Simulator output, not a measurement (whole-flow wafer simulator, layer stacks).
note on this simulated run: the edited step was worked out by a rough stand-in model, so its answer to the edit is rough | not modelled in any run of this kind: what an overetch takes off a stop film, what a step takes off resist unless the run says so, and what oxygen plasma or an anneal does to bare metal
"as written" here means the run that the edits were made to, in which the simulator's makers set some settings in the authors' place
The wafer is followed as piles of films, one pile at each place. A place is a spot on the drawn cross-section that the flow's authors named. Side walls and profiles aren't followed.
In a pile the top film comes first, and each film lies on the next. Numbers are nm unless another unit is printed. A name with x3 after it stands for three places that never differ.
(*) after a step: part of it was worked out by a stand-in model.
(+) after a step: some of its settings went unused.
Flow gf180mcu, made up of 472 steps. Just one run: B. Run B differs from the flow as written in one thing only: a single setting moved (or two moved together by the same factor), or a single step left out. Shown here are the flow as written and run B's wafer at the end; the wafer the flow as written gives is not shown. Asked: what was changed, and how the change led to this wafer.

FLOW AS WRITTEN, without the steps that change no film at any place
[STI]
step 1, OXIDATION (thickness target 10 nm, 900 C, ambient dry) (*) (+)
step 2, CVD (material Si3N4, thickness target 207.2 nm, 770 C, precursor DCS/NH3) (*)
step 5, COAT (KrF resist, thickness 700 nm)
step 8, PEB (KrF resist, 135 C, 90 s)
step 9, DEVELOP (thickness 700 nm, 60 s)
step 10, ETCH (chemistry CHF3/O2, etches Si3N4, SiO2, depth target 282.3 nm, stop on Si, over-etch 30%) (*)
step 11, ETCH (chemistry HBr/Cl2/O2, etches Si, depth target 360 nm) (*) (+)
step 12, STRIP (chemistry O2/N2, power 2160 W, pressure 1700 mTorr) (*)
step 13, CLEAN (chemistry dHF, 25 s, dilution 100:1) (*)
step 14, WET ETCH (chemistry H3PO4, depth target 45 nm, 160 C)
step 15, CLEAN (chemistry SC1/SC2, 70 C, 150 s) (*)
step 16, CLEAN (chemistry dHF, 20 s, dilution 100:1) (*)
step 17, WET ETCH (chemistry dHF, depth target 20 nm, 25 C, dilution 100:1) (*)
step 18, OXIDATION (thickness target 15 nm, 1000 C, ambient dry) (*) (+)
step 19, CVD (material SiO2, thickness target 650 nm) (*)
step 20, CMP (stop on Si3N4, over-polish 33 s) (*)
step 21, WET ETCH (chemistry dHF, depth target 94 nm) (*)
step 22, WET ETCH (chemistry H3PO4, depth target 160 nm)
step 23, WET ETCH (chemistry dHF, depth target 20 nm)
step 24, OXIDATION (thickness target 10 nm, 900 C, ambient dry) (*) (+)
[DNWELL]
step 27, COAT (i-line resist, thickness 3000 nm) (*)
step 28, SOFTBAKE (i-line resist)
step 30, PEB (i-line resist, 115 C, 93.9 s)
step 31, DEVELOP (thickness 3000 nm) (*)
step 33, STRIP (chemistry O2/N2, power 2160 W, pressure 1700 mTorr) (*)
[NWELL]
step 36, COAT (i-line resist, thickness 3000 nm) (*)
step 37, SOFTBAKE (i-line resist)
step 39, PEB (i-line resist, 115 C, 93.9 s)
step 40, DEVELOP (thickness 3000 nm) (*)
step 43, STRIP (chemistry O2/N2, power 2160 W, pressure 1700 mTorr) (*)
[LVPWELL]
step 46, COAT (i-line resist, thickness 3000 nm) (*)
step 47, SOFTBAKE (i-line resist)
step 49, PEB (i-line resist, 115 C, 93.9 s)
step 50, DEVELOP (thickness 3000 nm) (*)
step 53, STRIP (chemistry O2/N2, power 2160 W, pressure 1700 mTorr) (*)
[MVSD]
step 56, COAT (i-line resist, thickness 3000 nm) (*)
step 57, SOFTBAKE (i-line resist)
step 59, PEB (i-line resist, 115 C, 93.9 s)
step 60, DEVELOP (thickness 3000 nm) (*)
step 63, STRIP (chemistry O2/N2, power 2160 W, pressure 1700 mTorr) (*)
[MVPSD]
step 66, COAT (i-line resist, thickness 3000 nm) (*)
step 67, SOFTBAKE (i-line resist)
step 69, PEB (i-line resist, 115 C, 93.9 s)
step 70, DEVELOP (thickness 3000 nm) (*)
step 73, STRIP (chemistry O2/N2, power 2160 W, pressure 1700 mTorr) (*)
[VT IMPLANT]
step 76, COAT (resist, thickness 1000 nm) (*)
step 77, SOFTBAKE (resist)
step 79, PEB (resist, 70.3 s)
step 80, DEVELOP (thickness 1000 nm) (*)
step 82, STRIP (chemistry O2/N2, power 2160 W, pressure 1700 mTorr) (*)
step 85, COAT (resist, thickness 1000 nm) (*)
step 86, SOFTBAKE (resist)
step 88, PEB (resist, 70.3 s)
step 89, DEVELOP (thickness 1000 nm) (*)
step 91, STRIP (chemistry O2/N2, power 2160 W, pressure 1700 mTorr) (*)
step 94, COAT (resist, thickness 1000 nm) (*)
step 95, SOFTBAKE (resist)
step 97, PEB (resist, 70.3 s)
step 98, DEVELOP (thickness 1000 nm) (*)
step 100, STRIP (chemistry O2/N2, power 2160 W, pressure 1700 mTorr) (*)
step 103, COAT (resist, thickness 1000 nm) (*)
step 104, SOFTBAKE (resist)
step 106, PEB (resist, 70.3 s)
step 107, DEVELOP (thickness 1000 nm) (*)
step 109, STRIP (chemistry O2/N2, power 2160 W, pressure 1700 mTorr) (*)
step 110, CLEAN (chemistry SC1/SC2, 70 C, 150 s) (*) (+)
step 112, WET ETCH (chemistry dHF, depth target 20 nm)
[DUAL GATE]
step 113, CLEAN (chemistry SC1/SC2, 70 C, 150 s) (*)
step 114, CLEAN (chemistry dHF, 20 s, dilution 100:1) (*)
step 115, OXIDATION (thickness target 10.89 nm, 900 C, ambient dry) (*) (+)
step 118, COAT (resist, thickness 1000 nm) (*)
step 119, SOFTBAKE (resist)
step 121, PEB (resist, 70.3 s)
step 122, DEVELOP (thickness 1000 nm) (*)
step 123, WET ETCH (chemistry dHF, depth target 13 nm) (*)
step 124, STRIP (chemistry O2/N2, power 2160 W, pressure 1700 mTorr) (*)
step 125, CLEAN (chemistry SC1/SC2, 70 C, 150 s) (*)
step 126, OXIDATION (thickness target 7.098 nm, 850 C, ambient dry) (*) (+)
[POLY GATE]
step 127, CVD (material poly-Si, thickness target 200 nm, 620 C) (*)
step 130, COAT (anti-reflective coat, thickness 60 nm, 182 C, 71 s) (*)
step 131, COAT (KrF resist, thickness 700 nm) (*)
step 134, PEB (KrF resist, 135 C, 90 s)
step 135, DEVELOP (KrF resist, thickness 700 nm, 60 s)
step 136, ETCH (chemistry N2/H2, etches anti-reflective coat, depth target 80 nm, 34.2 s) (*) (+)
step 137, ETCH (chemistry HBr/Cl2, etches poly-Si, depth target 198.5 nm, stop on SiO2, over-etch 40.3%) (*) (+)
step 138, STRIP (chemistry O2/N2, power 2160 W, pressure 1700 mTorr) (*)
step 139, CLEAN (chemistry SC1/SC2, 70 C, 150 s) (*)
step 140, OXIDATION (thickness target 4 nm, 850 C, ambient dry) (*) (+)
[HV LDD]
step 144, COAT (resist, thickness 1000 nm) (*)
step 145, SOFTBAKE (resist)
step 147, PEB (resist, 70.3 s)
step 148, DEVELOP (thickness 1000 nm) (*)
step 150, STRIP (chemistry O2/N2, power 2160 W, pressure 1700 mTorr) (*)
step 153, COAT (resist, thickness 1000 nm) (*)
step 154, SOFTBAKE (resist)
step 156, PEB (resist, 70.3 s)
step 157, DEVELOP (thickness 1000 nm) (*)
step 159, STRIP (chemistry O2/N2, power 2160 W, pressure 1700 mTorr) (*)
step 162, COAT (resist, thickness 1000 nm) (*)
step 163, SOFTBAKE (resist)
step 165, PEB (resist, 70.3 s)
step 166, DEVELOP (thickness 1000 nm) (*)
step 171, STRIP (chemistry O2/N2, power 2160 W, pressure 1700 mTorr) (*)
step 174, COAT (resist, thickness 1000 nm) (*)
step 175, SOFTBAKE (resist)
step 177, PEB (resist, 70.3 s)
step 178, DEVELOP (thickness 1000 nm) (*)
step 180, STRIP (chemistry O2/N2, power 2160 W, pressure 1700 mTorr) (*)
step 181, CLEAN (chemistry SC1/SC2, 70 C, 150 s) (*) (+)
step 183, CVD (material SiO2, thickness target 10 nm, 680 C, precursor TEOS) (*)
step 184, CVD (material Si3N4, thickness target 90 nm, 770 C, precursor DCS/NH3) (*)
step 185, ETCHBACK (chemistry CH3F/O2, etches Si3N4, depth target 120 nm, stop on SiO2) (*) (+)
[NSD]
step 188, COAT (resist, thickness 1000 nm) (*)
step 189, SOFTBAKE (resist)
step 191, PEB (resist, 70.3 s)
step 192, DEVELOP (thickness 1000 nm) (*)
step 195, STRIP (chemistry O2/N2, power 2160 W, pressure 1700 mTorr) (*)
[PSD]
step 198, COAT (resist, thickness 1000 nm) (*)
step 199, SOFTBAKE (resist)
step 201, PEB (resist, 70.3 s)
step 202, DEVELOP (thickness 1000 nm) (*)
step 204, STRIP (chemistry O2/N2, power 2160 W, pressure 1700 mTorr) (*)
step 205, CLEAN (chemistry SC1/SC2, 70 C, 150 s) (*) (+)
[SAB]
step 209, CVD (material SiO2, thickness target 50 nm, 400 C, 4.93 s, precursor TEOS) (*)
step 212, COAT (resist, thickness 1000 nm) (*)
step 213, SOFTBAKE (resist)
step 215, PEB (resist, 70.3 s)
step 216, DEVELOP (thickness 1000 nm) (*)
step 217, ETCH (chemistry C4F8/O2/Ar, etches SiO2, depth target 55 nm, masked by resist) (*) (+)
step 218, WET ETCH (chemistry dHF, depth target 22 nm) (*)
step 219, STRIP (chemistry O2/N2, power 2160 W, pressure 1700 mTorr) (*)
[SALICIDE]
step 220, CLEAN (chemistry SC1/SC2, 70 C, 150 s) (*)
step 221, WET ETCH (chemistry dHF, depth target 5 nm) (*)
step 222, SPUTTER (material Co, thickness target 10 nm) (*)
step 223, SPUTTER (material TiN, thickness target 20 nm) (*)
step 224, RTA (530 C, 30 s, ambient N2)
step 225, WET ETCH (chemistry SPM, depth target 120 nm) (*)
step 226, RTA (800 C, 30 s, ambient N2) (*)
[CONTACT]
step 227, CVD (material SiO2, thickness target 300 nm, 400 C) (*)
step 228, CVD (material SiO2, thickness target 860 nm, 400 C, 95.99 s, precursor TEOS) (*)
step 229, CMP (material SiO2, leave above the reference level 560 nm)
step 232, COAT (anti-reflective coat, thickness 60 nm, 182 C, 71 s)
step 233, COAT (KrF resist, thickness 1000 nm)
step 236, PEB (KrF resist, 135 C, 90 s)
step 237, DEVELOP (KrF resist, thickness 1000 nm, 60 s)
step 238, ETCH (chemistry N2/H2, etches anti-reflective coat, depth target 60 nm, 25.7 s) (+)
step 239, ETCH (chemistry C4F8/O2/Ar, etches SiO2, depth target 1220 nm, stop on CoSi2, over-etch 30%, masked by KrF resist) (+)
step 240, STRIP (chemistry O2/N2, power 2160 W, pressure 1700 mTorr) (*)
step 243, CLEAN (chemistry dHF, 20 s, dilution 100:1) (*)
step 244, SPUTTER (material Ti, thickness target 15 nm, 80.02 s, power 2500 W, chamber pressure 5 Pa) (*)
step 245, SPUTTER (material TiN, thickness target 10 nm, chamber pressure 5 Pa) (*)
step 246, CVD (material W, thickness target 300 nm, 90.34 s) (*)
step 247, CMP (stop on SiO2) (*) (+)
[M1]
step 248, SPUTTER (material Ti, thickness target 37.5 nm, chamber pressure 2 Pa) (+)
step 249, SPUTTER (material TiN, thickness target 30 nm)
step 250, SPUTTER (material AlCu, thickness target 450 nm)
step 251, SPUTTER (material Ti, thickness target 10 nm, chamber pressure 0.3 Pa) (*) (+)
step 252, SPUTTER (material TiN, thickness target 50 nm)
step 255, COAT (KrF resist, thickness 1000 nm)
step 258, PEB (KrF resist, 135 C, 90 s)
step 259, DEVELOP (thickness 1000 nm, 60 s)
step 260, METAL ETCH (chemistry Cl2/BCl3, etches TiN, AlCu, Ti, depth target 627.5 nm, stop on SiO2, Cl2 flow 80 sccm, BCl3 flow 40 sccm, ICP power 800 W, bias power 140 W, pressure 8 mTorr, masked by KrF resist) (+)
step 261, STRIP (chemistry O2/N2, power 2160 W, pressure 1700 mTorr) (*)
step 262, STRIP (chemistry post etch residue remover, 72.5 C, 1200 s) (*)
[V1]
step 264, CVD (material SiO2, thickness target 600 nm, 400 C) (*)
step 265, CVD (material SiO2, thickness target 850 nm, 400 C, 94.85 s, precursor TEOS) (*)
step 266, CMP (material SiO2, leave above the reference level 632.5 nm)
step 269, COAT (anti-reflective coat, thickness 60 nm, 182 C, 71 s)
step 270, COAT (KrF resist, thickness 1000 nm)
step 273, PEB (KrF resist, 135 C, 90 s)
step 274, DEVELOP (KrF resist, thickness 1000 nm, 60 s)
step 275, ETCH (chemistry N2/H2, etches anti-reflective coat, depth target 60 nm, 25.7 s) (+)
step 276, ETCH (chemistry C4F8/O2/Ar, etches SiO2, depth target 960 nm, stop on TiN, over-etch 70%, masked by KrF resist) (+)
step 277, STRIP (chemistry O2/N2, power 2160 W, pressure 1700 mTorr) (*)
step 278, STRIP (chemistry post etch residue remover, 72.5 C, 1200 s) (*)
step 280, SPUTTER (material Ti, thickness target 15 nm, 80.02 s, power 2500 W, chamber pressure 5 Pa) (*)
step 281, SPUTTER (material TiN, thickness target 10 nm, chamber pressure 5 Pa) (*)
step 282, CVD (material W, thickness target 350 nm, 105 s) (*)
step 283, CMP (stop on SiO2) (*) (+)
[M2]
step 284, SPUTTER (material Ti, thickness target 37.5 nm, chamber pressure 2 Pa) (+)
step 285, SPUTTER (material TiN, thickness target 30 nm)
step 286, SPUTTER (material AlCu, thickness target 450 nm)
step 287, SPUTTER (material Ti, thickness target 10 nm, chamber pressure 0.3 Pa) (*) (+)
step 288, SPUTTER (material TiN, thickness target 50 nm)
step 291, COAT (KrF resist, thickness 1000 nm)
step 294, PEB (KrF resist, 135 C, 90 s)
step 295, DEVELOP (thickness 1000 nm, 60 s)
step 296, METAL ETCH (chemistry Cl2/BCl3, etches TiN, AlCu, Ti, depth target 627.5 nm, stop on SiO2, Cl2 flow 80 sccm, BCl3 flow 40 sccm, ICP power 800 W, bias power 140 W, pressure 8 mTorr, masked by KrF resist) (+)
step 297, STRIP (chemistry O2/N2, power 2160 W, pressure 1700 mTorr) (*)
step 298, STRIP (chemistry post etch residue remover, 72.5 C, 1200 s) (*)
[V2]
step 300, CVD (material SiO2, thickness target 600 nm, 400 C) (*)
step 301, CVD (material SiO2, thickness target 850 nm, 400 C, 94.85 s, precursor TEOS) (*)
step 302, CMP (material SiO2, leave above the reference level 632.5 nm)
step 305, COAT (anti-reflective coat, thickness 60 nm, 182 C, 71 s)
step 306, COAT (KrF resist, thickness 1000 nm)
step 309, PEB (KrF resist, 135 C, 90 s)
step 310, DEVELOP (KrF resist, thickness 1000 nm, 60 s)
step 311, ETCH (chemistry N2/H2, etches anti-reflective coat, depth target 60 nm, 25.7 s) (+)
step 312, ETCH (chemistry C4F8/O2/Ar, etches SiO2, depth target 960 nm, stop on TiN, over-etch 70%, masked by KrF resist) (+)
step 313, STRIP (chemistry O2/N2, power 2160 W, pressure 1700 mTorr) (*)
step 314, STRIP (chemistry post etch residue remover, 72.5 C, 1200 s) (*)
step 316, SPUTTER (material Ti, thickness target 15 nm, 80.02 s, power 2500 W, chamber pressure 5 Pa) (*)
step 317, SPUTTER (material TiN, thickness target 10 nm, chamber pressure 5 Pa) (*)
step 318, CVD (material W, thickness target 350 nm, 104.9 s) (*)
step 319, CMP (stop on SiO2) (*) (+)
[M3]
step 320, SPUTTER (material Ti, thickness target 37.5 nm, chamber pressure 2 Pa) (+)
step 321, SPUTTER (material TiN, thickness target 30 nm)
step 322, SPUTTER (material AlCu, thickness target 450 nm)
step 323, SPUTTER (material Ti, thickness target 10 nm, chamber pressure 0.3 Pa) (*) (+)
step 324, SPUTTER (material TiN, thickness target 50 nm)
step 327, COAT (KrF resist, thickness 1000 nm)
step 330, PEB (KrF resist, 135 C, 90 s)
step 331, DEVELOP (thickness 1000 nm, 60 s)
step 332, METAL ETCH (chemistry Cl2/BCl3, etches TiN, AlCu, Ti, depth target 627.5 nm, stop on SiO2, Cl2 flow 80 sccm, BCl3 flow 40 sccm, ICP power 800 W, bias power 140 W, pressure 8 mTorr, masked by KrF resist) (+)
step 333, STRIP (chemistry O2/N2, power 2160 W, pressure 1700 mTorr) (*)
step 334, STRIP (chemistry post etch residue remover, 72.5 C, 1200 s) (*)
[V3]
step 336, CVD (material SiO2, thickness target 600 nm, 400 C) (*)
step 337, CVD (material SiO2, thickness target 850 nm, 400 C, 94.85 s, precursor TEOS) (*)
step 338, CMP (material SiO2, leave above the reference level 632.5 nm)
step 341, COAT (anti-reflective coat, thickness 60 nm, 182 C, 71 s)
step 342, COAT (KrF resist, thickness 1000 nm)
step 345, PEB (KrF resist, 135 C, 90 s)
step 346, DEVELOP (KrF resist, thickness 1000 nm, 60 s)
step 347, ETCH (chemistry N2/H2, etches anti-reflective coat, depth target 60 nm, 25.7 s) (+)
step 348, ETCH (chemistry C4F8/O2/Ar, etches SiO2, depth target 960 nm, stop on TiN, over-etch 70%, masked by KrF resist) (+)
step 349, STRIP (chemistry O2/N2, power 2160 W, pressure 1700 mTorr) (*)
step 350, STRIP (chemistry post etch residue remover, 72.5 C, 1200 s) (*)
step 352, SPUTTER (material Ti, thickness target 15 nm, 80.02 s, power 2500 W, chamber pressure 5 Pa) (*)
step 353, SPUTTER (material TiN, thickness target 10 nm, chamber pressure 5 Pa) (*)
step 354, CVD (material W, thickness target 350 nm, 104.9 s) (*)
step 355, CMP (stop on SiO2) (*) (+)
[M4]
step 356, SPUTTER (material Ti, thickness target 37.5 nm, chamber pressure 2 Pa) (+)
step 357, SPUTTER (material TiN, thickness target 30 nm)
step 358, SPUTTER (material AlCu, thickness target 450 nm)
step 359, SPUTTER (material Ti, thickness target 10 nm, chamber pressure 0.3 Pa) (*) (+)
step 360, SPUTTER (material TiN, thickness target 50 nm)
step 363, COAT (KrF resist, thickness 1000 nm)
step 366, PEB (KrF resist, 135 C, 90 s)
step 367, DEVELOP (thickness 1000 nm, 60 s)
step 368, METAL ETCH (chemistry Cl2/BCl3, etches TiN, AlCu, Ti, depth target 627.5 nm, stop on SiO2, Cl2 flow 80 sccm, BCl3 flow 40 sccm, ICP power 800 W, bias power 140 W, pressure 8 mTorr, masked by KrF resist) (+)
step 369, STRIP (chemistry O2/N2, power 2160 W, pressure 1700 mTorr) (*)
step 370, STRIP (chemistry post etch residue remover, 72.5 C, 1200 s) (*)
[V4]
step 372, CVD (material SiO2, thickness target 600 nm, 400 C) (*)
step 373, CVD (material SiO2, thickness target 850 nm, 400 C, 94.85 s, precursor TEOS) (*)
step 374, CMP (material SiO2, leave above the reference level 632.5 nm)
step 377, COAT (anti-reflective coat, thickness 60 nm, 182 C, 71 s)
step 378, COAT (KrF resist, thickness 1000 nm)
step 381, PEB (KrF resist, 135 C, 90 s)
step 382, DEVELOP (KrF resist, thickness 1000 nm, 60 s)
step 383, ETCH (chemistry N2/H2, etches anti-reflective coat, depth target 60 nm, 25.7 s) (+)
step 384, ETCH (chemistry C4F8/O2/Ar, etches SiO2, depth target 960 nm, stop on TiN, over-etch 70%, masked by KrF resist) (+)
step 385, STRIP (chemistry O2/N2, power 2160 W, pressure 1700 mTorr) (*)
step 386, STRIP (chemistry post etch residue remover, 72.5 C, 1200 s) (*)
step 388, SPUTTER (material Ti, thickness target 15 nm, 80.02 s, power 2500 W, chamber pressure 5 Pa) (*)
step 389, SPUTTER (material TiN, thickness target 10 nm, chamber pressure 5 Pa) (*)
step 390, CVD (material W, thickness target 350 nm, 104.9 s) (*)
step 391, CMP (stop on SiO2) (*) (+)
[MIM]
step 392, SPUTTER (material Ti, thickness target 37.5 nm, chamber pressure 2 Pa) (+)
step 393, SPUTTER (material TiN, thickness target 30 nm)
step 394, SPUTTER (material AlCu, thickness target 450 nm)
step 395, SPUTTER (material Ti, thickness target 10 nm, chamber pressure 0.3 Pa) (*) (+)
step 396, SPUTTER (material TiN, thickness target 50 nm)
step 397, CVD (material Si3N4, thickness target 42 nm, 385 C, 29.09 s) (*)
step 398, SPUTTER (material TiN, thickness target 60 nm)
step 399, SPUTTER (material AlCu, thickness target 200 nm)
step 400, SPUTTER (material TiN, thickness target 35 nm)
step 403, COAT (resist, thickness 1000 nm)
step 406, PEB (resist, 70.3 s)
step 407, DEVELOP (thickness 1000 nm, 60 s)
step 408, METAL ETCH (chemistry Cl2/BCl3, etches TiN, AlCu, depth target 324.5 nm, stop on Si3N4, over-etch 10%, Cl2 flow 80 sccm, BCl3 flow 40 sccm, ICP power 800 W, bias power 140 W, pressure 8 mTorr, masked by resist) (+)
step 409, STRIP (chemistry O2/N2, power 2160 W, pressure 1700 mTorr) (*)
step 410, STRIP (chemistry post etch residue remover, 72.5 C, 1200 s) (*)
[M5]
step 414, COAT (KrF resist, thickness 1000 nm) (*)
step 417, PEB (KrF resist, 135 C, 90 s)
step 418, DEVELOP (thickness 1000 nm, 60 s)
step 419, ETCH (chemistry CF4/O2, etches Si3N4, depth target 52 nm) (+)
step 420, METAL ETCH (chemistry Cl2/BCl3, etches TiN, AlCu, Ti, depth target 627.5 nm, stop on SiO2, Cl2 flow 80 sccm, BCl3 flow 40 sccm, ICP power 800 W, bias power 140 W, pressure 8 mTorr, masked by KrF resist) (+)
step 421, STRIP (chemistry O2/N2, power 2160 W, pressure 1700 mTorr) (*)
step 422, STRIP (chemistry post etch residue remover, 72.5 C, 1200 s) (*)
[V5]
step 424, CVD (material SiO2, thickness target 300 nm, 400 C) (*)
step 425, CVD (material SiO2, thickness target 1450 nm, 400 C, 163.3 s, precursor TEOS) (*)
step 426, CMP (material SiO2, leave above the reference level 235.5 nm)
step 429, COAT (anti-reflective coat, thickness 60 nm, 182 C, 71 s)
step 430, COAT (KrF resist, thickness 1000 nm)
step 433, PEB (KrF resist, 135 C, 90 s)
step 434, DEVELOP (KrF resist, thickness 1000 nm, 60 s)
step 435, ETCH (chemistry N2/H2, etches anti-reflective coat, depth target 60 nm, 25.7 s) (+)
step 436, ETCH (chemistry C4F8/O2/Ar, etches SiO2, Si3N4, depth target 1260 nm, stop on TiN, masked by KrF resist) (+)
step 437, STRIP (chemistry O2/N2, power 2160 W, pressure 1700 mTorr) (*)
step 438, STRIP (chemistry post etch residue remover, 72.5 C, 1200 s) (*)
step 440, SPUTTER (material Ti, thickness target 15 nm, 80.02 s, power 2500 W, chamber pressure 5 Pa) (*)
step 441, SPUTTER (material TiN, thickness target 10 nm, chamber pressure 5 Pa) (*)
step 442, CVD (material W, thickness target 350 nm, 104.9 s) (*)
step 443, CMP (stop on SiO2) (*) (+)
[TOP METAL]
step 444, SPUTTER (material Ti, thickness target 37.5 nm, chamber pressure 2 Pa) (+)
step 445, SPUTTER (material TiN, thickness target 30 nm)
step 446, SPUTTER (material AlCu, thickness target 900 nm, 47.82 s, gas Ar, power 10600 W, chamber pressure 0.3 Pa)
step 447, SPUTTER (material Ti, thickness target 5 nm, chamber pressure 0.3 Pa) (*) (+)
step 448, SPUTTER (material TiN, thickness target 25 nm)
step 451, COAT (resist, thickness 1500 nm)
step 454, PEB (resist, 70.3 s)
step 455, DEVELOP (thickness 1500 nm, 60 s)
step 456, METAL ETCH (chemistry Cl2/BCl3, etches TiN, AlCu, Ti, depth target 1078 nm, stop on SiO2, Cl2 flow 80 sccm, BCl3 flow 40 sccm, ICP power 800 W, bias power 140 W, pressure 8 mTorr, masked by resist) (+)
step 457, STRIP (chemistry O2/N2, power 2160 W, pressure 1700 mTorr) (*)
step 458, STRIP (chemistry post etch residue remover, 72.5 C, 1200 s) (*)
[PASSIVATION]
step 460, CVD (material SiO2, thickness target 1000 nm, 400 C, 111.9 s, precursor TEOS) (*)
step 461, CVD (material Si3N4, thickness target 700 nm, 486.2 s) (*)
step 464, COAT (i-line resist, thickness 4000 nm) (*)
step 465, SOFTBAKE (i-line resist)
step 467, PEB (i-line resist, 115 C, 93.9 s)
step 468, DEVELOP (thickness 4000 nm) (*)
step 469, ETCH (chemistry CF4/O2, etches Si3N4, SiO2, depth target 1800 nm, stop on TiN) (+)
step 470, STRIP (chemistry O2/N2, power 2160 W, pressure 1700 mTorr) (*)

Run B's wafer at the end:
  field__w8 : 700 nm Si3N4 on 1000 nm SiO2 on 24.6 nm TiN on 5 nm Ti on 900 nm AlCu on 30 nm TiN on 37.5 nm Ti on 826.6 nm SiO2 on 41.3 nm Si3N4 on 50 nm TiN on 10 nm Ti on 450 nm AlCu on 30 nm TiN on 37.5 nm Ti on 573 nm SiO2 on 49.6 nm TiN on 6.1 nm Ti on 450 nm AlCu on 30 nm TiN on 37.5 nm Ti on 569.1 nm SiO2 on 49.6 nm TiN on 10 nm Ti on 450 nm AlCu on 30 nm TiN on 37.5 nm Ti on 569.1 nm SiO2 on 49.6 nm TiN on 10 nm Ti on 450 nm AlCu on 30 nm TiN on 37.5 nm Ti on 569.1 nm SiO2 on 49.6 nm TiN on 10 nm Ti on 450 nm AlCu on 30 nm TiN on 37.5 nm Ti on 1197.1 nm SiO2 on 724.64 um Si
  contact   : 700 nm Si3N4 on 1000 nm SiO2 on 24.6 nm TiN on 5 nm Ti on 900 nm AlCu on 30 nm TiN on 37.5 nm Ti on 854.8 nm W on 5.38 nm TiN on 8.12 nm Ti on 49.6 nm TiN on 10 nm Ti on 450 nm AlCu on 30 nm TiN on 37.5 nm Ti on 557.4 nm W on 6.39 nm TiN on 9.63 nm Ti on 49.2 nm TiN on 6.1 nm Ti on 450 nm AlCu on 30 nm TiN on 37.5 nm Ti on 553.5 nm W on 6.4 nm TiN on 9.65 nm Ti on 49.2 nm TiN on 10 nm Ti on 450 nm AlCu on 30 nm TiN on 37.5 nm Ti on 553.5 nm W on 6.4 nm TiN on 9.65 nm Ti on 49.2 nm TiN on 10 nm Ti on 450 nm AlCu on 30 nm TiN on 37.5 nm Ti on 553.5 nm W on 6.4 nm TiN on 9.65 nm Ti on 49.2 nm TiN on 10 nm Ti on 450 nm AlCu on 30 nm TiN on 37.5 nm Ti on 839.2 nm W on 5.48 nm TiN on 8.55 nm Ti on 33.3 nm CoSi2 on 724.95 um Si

The reason: step 359, SPUTTER: thickness target 6.1 nm was run, while the flow as written has thickness target 10 nm.
One can read it off the wafer: field__w8 has Ti 6.1, and step 359 as written asks for 10 nm.

How this came from the change, step by step:
  step 359, SPUTTER (material Ti, thickness target 10 nm, chamber pressure 0.3 Pa) (*) (+)
      field, field__w1, field__w2 and 108 more: Ti gains 6.1 (new film) (as written it would have been: Ti gains 10 (new film))
  step 368, METAL ETCH (chemistry Cl2/BCl3, etches TiN, AlCu, Ti, depth target 627.5 nm, stop on SiO2, Cl2 flow 80 sccm, BCl3 flow 40 sccm, ICP power 800 W, bias power 140 W, pressure 8 mTorr, masked by KrF resist) (+)
      field, field__w1, field__w2 and 103 more: TiN loses 50 (all of it), Ti loses 6.1 (all of it), AlCu loses 450 (all of it), TiN loses 30 (all of it), Ti loses 37.5 (all of it) (as written it would have been: TiN loses 50 (all of it), Ti loses 10 (all of it), AlCu loses 450 (all of it), TiN loses 30 (all of it), Ti loses 37.5 (all of it))
